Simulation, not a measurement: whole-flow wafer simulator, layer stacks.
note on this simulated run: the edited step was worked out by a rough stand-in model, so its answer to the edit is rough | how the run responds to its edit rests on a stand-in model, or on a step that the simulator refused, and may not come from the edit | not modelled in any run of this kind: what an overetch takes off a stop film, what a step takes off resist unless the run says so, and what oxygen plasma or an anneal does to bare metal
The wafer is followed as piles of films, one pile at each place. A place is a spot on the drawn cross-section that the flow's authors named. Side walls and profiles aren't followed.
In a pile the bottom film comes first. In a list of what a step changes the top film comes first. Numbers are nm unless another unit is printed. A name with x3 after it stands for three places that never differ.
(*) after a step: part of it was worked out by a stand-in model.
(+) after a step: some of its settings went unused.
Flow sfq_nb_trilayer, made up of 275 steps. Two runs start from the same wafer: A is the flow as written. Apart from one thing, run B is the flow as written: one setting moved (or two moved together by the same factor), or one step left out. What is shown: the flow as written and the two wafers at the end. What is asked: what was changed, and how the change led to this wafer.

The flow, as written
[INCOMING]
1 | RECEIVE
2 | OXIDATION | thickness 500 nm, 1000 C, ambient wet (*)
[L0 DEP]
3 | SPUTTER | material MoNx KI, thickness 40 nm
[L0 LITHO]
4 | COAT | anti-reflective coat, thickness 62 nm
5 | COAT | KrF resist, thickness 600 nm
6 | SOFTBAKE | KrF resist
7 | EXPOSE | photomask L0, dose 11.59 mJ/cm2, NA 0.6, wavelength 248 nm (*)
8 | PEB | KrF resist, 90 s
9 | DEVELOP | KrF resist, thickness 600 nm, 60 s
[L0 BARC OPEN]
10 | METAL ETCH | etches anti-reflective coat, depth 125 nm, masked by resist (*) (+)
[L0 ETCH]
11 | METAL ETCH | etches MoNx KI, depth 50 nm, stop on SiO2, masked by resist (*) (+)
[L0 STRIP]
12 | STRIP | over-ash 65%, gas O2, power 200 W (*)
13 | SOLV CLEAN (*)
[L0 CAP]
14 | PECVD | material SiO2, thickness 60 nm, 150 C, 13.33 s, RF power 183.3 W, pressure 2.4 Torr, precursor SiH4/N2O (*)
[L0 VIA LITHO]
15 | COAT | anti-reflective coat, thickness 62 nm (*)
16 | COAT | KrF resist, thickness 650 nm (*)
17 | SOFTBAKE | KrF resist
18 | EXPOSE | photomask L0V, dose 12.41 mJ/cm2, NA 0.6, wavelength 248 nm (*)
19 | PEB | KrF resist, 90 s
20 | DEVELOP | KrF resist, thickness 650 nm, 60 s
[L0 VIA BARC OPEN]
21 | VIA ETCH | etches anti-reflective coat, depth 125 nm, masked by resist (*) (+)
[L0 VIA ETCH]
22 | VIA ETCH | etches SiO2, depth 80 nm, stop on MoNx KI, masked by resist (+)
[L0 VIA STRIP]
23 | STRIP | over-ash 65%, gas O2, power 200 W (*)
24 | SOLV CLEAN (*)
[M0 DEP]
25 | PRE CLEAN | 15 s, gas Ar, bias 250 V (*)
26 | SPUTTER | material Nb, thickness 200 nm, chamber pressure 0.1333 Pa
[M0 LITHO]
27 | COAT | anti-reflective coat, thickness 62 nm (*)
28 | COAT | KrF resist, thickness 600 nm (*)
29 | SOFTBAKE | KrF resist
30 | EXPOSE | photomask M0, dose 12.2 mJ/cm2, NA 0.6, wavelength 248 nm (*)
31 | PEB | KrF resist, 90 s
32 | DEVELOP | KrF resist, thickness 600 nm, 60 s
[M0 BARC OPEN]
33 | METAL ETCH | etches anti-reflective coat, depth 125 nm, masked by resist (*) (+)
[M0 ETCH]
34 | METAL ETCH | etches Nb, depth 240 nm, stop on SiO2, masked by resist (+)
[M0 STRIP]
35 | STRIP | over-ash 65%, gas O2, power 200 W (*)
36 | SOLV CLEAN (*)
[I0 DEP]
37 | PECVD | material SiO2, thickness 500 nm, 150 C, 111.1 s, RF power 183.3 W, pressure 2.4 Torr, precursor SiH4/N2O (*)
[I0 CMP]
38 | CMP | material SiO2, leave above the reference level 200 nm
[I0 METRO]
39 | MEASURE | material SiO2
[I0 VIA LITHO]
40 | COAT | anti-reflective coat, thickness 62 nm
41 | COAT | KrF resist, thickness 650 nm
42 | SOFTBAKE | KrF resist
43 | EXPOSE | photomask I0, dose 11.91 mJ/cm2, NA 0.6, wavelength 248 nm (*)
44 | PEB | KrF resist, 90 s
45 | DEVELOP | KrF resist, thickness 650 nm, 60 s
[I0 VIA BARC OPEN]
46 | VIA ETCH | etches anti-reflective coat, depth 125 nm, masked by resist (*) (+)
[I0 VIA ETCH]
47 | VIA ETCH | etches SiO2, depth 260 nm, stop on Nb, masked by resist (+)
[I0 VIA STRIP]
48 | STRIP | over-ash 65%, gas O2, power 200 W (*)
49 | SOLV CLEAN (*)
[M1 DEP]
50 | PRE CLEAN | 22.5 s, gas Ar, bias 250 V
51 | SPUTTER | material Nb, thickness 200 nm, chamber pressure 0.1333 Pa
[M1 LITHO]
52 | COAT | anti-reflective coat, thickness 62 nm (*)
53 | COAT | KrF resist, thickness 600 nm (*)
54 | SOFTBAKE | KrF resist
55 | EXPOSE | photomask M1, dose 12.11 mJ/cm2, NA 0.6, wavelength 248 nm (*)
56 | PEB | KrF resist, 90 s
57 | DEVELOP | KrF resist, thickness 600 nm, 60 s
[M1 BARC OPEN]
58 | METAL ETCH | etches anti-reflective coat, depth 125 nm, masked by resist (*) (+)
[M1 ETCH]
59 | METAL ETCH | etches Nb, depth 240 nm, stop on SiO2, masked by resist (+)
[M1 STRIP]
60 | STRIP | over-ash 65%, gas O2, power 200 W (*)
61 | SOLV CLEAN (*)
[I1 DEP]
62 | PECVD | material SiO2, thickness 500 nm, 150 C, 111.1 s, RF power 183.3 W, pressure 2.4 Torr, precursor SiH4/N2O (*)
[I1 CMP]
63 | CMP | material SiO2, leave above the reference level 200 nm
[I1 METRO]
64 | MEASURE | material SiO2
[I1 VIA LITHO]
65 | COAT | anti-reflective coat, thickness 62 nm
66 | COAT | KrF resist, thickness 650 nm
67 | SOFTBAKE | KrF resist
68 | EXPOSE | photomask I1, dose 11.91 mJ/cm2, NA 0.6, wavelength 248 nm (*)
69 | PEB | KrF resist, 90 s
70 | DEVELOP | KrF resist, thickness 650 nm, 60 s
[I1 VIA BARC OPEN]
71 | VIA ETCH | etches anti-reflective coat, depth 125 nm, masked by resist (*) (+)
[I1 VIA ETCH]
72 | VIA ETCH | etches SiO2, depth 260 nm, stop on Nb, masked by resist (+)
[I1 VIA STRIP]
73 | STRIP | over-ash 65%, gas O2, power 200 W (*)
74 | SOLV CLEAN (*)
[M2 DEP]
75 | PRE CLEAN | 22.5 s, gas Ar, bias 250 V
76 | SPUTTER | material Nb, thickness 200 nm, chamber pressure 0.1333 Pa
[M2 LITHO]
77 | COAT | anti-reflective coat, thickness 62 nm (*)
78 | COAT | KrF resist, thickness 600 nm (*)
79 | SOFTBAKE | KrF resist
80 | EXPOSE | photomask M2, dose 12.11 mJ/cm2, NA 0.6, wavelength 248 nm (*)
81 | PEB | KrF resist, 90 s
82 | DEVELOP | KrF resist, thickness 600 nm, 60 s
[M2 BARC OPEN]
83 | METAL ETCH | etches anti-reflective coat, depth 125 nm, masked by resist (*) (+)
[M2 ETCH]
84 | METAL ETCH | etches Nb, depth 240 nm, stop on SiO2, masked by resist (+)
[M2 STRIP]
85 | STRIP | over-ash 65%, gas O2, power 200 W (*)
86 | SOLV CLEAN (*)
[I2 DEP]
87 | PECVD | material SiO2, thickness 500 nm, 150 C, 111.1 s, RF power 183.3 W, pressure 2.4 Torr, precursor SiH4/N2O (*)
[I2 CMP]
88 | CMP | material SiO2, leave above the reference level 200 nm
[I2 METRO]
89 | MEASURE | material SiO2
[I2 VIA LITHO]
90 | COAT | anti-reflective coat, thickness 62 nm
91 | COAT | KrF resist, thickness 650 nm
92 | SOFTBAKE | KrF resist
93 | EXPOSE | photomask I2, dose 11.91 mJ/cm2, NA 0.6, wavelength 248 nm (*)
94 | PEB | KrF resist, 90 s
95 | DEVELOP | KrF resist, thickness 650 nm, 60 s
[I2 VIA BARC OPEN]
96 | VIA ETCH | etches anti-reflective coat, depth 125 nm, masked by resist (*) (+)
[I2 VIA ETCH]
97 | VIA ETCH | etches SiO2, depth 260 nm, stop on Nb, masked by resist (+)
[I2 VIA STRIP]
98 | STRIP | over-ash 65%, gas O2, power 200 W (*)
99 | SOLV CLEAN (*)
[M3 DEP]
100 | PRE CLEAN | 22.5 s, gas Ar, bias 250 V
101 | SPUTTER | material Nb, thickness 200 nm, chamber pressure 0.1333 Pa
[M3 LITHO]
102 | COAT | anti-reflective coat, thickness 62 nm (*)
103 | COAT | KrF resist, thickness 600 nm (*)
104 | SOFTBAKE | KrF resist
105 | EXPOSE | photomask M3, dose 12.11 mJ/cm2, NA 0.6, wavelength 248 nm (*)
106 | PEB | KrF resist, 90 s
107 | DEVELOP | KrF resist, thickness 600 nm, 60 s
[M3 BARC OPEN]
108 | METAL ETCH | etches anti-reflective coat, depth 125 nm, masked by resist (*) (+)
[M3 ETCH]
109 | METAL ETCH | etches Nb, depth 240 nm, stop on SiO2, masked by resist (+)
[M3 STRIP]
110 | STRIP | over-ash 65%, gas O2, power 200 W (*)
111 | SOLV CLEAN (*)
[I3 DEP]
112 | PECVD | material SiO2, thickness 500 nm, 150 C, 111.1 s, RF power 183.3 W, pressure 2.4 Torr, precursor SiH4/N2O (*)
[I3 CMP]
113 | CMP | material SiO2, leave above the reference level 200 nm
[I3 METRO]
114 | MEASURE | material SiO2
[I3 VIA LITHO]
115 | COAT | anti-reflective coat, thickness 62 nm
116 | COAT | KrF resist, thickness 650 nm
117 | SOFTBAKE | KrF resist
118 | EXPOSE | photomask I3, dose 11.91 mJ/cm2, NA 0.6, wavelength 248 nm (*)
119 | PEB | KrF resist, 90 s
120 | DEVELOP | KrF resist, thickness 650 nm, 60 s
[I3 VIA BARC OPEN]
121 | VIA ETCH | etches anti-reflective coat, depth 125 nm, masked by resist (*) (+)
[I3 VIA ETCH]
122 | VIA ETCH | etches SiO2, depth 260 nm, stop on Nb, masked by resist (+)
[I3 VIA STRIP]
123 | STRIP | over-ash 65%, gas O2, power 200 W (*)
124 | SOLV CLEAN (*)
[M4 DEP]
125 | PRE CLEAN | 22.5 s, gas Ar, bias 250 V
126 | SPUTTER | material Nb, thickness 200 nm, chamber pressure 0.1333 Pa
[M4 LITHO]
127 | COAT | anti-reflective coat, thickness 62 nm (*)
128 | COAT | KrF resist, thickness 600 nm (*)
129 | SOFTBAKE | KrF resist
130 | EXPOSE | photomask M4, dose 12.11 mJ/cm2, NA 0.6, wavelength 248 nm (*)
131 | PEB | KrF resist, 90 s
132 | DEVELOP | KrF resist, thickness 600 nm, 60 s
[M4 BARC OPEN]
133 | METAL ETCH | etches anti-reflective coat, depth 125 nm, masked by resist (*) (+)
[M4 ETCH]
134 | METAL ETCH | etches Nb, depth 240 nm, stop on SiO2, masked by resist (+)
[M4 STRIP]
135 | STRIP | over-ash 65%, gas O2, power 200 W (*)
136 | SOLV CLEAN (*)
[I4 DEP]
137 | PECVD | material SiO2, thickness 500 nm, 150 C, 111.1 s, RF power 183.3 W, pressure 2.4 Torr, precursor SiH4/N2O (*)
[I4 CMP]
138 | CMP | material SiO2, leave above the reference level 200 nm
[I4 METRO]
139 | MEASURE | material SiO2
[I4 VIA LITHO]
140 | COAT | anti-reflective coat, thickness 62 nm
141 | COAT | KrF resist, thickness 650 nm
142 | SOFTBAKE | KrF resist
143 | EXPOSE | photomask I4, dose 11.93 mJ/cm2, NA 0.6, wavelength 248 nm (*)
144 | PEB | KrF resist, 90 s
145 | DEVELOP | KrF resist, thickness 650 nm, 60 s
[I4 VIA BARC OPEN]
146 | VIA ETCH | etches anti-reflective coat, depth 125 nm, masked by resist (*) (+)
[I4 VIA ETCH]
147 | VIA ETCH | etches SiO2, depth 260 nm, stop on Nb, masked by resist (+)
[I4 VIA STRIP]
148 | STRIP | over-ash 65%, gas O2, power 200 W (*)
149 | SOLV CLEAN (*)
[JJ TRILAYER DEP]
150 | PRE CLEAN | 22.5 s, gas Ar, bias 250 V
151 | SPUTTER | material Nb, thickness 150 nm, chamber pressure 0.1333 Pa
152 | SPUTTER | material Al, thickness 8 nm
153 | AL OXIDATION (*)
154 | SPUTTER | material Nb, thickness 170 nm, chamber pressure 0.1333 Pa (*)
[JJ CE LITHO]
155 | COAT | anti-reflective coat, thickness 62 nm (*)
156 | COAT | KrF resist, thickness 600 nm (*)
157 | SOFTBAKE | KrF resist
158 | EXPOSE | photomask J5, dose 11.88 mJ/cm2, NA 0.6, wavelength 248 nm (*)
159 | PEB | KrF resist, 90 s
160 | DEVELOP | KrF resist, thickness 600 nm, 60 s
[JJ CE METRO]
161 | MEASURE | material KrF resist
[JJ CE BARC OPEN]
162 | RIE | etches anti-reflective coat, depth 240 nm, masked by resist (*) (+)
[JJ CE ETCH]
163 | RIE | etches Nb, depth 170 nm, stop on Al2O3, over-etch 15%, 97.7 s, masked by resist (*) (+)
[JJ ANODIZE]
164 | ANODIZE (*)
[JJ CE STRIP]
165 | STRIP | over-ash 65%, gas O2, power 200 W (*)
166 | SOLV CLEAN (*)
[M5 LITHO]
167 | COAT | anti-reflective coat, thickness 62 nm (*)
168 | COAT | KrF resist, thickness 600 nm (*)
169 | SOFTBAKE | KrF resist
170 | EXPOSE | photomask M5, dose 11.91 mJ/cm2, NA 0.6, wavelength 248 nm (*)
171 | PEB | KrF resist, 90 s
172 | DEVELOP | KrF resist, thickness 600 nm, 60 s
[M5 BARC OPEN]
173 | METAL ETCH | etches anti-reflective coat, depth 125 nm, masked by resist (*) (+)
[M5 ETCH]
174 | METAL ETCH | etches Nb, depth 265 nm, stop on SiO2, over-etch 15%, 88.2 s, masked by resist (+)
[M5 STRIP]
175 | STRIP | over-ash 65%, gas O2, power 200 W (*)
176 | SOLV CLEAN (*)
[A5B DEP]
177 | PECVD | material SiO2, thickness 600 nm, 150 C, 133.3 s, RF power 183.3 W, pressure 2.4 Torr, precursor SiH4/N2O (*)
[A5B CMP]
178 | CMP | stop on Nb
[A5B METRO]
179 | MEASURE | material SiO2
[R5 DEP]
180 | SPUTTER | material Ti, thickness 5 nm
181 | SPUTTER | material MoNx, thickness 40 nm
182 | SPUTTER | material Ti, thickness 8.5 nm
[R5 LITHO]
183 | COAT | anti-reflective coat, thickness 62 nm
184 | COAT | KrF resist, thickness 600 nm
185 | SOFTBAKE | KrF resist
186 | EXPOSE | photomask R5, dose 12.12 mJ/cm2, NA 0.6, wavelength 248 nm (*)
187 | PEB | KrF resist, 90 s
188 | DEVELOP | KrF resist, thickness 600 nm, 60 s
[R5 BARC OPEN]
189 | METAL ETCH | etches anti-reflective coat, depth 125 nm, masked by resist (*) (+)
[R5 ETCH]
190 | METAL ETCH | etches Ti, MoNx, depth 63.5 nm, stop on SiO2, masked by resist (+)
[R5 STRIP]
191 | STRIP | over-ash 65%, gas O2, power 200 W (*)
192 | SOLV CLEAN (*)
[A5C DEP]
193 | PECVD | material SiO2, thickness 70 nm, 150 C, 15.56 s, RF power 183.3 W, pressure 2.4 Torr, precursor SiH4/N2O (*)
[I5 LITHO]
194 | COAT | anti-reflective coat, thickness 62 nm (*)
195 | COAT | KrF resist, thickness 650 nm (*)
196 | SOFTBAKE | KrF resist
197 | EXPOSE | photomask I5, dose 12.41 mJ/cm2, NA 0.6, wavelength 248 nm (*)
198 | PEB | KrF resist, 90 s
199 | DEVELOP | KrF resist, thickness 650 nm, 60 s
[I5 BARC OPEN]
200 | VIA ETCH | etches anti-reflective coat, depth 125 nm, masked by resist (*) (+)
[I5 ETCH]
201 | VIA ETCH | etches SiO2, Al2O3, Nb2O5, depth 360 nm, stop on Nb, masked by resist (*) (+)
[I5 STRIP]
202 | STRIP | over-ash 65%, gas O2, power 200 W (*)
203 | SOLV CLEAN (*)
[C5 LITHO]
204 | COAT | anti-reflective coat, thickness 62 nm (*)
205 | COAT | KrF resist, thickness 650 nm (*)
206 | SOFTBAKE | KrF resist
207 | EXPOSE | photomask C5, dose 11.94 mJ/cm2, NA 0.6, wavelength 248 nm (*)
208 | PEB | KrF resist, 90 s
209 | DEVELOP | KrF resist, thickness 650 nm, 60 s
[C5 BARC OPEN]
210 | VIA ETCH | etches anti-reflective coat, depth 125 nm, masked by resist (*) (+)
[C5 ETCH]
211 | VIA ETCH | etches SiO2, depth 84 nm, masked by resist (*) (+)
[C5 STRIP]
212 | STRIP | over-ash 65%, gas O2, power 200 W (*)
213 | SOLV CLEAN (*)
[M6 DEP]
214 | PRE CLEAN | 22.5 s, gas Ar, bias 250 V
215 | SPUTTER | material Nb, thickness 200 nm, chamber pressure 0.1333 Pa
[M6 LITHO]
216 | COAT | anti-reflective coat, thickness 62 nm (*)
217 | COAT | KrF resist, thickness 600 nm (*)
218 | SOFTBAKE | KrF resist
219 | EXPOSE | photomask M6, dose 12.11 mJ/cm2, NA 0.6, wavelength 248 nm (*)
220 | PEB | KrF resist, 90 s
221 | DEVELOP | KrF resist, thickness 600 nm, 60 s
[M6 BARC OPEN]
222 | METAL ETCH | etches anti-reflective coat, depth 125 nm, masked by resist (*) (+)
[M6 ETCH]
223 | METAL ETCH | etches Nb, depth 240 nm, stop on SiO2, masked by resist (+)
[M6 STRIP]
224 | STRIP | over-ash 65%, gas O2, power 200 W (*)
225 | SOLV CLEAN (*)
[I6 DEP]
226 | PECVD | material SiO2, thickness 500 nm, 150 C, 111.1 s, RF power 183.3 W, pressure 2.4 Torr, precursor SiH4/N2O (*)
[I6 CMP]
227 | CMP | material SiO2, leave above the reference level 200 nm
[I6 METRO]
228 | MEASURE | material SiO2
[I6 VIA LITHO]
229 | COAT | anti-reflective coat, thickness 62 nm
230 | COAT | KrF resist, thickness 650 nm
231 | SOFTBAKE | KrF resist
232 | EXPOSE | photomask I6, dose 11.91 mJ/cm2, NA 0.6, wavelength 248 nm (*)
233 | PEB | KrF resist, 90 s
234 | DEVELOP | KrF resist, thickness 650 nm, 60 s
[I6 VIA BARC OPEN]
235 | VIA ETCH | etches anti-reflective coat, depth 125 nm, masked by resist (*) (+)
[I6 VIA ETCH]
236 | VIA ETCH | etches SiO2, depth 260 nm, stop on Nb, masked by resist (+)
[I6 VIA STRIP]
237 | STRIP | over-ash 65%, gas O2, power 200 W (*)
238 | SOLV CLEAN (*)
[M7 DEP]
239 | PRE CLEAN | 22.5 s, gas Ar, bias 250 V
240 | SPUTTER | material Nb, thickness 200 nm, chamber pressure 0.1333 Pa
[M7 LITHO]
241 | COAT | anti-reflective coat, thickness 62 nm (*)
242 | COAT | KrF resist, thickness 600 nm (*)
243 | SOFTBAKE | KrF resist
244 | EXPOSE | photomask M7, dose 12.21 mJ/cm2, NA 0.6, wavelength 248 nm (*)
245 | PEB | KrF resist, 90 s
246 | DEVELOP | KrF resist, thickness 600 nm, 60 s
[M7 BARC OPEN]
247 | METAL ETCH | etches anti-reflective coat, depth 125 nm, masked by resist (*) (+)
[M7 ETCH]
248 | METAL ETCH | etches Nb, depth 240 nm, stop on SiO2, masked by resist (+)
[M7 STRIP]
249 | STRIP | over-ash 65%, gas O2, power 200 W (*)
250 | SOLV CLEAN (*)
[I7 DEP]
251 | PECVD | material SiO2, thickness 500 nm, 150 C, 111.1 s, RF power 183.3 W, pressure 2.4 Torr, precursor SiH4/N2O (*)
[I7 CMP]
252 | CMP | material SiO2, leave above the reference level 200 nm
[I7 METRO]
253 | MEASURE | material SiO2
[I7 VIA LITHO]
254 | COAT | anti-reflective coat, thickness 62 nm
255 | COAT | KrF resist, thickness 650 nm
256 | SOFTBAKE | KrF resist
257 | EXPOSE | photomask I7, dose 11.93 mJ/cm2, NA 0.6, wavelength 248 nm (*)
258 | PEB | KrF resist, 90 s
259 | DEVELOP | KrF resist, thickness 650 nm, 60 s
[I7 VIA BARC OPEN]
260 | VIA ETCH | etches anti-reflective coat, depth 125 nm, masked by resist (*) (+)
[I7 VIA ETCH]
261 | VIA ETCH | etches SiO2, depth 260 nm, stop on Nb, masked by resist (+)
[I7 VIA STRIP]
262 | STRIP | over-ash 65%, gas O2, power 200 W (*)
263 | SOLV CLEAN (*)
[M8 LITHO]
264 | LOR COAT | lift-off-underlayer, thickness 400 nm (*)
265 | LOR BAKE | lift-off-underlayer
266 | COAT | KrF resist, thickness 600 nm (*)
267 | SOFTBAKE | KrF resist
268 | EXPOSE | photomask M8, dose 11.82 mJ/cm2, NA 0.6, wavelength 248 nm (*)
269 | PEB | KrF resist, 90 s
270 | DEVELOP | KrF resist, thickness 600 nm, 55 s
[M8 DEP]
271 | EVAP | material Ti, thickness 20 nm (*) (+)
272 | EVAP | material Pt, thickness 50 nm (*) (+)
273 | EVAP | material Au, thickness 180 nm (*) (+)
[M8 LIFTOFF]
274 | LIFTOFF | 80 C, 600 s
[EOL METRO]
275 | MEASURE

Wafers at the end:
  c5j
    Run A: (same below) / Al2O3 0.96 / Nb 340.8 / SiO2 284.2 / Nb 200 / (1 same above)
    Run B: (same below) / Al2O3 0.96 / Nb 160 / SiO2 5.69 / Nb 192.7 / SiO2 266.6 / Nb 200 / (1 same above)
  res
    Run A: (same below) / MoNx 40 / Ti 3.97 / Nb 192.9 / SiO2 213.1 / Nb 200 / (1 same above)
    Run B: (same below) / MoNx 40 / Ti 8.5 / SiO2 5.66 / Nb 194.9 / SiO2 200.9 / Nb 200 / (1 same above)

The reason: step 211, VIA ETCH: depth 56.7 nm was run, though the flow has depth 84 nm.

How this came from the change, step by step:
  211 | VIA ETCH | etches SiO2, depth 84 nm, masked by resist (*) (+)
      c5j: A -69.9 SiO2 (all of it), -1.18 Nb | B -56.7 SiO2
      res: A -69.9 SiO2 (all of it) | B -56.7 SiO2
      (as well as at 104 more places)
  214 | PRE CLEAN | 22.5 s, gas Ar, bias 250 V
      c5j: A -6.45 Nb | B -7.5 SiO2
      res: A -4.53 Ti | B -7.5 SiO2
  215 | SPUTTER | material Nb, thickness 200 nm, chamber pressure 0.1333 Pa
      c5j: A +188.4 Nb | B +192.7 Nb (new film)
  216 | COAT | anti-reflective coat, thickness 62 nm (*)
      ce_l: A +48 anti-reflective coat (new film) | B +51.4 anti-reflective coat (new film)
      c5j: A +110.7 anti-reflective coat (new film) | B +100.9 anti-reflective coat (new film)
      (as well as at 3 more places)
  224 | STRIP | over-ash 65%, gas O2, power 200 W (*)
      ce_l: A -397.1 KrF resist (all of it), -48 anti-reflective coat (all of it) | B -395 KrF resist (all of it), -51.4 anti-reflective coat (all of it)
      c5j: A -418.3 KrF resist (all of it), -110.7 anti-reflective coat (all of it) | B -412.1 KrF resist (all of it), -100.9 anti-reflective coat (all of it)
      (as well as at 3 more places)
  226 | PECVD | material SiO2, thickness 500 nm, 150 C, 111.1 s, RF power 183.3 W, pressure 2.4 Torr, precursor SiH4/N2O (*)
      c5j: A +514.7 SiO2 (new film) | B +500 SiO2 (new film)
  227 | CMP | material SiO2, leave above the reference level 200 nm
      res: A -279.4 SiO2 | B -291.6 SiO2
Taking metal films that touch as one body, c5j has 5 bodies (between them, from the top down: SiO2 266.6; SiO2 5.69; Al2O3 0.96; SiO2 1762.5); the flow as written gives 4 bodies (between them, from the top down: SiO2 284.2; Al2O3 0.96; SiO2 1762.5).
Taking metal films that touch as one body, res has 4 bodies (between them, from the top down: SiO2 200.9; SiO2 5.66; SiO2 2090.9); the flow as written gives 3 bodies (between them, from the top down: SiO2 213.1; SiO2 2090.9).
